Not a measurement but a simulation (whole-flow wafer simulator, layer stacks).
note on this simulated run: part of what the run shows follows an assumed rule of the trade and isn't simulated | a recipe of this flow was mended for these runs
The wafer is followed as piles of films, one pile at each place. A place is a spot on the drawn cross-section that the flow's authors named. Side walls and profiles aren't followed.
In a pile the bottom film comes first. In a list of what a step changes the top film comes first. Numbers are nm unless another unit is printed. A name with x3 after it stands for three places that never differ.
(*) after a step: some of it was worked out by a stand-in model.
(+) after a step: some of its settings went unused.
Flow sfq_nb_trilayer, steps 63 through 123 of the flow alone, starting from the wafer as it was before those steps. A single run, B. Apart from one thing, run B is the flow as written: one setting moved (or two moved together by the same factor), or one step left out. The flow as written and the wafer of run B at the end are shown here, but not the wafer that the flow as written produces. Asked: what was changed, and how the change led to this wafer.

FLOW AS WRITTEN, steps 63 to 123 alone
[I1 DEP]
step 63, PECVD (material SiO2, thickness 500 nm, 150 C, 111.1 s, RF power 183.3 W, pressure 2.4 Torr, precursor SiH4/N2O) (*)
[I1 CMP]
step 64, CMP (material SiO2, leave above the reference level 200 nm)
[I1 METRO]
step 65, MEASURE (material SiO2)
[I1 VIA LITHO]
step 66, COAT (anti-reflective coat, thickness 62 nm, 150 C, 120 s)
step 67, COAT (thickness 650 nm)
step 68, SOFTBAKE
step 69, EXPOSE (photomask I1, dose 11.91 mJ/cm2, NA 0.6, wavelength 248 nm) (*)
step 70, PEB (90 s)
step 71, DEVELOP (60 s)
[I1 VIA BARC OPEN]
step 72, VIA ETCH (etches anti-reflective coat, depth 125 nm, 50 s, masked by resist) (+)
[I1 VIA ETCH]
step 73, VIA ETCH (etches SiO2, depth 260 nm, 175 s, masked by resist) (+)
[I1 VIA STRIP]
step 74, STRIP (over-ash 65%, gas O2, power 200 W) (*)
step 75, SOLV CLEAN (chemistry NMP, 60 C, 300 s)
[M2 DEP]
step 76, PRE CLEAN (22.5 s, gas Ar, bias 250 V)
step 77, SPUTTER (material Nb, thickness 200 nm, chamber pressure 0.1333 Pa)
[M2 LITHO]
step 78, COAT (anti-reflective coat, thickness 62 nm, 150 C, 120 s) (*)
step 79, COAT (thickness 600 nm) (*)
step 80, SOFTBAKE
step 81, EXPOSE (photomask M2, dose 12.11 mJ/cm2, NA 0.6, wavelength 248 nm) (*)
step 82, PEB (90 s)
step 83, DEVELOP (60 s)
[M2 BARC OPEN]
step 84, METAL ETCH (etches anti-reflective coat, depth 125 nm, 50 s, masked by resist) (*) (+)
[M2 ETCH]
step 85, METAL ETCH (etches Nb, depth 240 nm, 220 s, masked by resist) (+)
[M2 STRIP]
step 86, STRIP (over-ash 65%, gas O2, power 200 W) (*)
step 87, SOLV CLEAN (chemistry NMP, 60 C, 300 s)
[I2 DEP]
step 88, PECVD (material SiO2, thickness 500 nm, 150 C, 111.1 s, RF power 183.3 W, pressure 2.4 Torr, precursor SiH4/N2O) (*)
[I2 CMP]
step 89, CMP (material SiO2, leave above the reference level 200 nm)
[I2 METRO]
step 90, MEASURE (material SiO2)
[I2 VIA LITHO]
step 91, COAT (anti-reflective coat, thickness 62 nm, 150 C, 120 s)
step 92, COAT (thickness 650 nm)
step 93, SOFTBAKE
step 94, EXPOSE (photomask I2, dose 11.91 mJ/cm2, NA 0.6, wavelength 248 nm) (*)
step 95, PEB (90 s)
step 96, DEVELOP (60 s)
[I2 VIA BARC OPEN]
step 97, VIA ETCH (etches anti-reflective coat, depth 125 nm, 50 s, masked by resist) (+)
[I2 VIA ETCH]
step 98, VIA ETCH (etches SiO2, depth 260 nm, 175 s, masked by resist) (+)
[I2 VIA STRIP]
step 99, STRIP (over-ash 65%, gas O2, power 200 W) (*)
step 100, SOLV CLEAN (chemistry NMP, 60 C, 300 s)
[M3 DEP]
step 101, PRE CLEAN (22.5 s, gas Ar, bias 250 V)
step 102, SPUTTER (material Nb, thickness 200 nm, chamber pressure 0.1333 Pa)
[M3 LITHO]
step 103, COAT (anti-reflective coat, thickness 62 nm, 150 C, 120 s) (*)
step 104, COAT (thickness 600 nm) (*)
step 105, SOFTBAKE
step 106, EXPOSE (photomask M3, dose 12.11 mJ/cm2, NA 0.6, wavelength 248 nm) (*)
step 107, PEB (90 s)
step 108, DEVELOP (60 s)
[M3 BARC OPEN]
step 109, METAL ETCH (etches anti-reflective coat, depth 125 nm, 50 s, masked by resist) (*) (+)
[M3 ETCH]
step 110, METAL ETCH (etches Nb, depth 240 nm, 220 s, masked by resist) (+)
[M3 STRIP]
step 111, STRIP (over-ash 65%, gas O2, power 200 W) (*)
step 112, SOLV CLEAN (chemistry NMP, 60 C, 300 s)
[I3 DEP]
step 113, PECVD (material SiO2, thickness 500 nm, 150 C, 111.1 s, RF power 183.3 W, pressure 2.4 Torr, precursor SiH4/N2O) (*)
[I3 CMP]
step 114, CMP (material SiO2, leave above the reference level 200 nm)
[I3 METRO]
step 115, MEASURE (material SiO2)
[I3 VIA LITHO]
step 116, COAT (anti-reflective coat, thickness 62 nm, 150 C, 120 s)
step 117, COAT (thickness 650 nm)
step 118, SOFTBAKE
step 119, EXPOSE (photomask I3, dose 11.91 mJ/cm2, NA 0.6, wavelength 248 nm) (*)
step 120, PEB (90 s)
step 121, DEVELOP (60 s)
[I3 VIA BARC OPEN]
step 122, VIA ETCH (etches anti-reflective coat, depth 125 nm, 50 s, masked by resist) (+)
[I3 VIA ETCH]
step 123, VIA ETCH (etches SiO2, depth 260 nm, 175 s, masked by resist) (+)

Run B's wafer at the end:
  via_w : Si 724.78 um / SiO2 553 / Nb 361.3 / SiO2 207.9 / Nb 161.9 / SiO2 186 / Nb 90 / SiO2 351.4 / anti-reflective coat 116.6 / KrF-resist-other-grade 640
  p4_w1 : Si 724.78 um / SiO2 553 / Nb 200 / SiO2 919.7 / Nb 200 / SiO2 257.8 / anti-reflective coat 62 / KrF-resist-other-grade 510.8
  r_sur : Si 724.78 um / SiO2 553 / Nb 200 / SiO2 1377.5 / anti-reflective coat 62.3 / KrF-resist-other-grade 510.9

The reason: step 63, PECVD: 55.56 s was run, whereas the flow has 111.1 s.

How this came from the change, step by step:
  step 63, PECVD (material SiO2, thickness 500 nm, 150 C, 111.1 s, RF power 183.3 W, pressure 2.4 Torr, precursor SiH4/N2O) (*)
      field_l, be, be_sur and 72 more: SiO2 gains 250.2 (in the flow as written it would be: SiO2 gains 500)
      v_sur, via_wl, via_wr and 20 more: SiO2 gains 250.2 (new film) (in the flow as written it would be: SiO2 gains 500 (new film))
      (also at 8 further places)
  step 64, CMP (material SiO2, leave above the reference level 200 nm)
      field_l, be, be_sur and 72 more: nothing (in the flow as written it would be: SiO2 loses 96)
      lsp_m, ln_m6, lsp_r, l0_sur, l0v: nothing (in the flow as written it would be: SiO2 loses 90.8)
      (also at 26 further places)
  step 66, COAT (anti-reflective coat, thickness 62 nm, 150 C, 120 s)
      m0r_line_l x3, m0r_line_r x3: anti-reflective coat gains 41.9 (new film) (in the flow as written it would be: anti-reflective coat gains 62 (new film))
      m0r_space_l, m0r_space_r, m6r_space_l x2, m6r_space_r x2: anti-reflective coat gains 90.9 (new film) (in the flow as written it would be: anti-reflective coat gains 62 (new film))
      (also at 85 further places)
  step 67, COAT (thickness 650 nm)
      m0r_line_l x3, m0r_line_r x3: KrF-resist-other-grade gains 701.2 (new film) (in the flow as written it would be: KrF-resist-other-grade gains 650 (new film))
      be_sur, wl_g_sr: KrF-resist-other-grade gains 688.4 (new film) (in the flow as written it would be: KrF-resist-other-grade gains 650 (new film))
      (also at 60 further places)
  step 71, DEVELOP (60 s)
      via_v: KrF-resist-other-grade loses 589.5 (all of it) (in the flow as written it would be: KrF-resist-other-grade loses 648.6 (all of it))
  step 74, STRIP (over-ash 65%, gas O2, power 200 W) (*)
      m0r_line_l x3, m0r_line_r x3: KrF-resist-other-grade loses 561.9 (all of it), anti-reflective coat loses 41.9 (all of it) (in the flow as written it would be: KrF-resist-other-grade loses 510.8 (all of it), anti-reflective coat loses 62 (all of it))
      m0r_space_l, m0r_space_r, m6r_space_l x2, m6r_space_r x2: KrF-resist-other-grade loses 522 (all of it), anti-reflective coat loses 90.9 (all of it) (in the flow as written it would be: KrF-resist-other-grade loses 510.8 (all of it), anti-reflective coat loses 62 (all of it))
      (also at 88 further places)
  step 77, SPUTTER (material Nb, thickness 200 nm, chamber pressure 0.1333 Pa)
      be, lsp_l: Nb gains 186 (new film) (in the flow as written it would be: Nb gains 200 (new film))
      via_w: Nb gains 161.9 (new film) (in the flow as written it would be: Nb gains 200 (new film))
  step 78, COAT (anti-reflective coat, thickness 62 nm, 150 C, 120 s) (*)
      m0r_line_l x3: anti-reflective coat gains 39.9 (new film) (in the flow as written it would be: anti-reflective coat gains 62 (new film))
      m0r_space_l, m6r_space_l x2: anti-reflective coat gains 89.6 (new film) (in the flow as written it would be: anti-reflective coat gains 62 (new film))
      (also at 91 further places)
  step 79, COAT (thickness 600 nm) (*)
      wl_b_sl, wl_b_m5, wl_b_sr: KrF-resist-other-grade gains 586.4 (new film) (in the flow as written it would be: KrF-resist-other-grade gains 600 (new film))
      m0r_line_l x3: KrF-resist-other-grade gains 650.5 (new film) (in the flow as written it would be: KrF-resist-other-grade gains 600 (new film))
      (also at 61 further places)
  step 83, DEVELOP (60 s)
      m0r_line_l x3: KrF-resist-other-grade loses 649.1 (all of it) (in the flow as written it would be: KrF-resist-other-grade loses 598.7 (all of it))
      m0r_line_r x3: KrF-resist-other-grade loses 649.6 (all of it) (in the flow as written it would be: KrF-resist-other-grade loses 598.7 (all of it))
      (also at 39 further places)
  step 84, METAL ETCH (etches anti-reflective coat, depth 125 nm, 50 s, masked by resist) (*) (+)
      m5r_linepad_l, m5r_linepad_r, r5r_spacepad_l, r5r_spacepad_r, m8r_pad_l, m8r_pad_r: anti-reflective coat loses 125 (in the flow as written it would be: anti-reflective coat loses 62 (all of it))
      m0r_line_l x3: anti-reflective coat loses 39.9 (all of it) (in the flow as written it would be: anti-reflective coat loses 62 (all of it))
      (also at 66 further places)
  step 85, METAL ETCH (etches Nb, depth 240 nm, 220 s, masked by resist) (+)
      m5r_linepad_l, m5r_linepad_r: anti-reflective coat loses 28.9 (all of it), Nb loses 200 (all of it), SiO2 loses 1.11 (in the flow as written it would be: Nb loses 200 (all of it), SiO2 loses 4)
      r5r_spacepad_l, r5r_spacepad_r: anti-reflective coat loses 25.6 (all of it), Nb loses 200 (all of it), SiO2 loses 1.44 (in the flow as written it would be: Nb loses 200 (all of it), SiO2 loses 4)
      (also at 4 further places)
  step 86, STRIP (over-ash 65%, gas O2, power 200 W) (*)
      v_sur: KrF-resist-other-grade loses 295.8 (all of it), anti-reflective coat loses 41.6 (all of it) (in the flow as written it would be: KrF-resist-other-grade loses 360.6 (all of it), anti-reflective coat loses 64.8 (all of it))
      via_wl: KrF-resist-other-grade loses 304.5 (all of it), anti-reflective coat loses 32.9 (all of it) (in the flow as written it would be: KrF-resist-other-grade loses 357.4 (all of it), anti-reflective coat loses 67.7 (all of it))
      (also at 20 further places)
  step 88, PECVD (material SiO2, thickness 500 nm, 150 C, 111.1 s, RF power 183.3 W, pressure 2.4 Torr, precursor SiH4/N2O) (*)
      wl_d_sl, wl_d_sr: SiO2 gains 510.9 (in the flow as written it would be: SiO2 gains 500)
      via_w: SiO2 gains 610.9 (new film) (in the flow as written it would be: SiO2 gains 500 (new film))
  step 89, CMP (material SiO2, leave above the reference level 200 nm)
      field_l, be, be_sur and 79 more: nothing (in the flow as written it would be: SiO2 loses 96)
      via_w: SiO2 loses 157.1 (in the flow as written it would be: SiO2 loses 300)
  step 91, COAT (anti-reflective coat, thickness 62 nm, 150 C, 120 s)
      be, p3_s0, m0r_space_l, m0r_space_r, m6r_space_l x2, m6r_space_r x2: anti-reflective coat gains 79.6 (new film) (in the flow as written it would be: anti-reflective coat gains 62 (new film))
      m0r_line_l x3, m0r_line_r x3: anti-reflective coat gains 72.6 (new film) (in the flow as written it would be: anti-reflective coat gains 62 (new film))
      (also at 56 further places)
  ... 17 further steps ...
  step 122, VIA ETCH (etches anti-reflective coat, depth 125 nm, 50 s, masked by resist) (+)
      via_v: anti-reflective coat loses 71 (all of it), SiO2 loses 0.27 (in the flow as written it would be: anti-reflective coat loses 62 (all of it), SiO2 loses 0.31)
If metal films that touch count as one body, via_w has 3 bodies (between them, from the top down: SiO2 186; SiO2 207.9); the flow as written gives 2 bodies (between them, from the top down: SiO2 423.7).
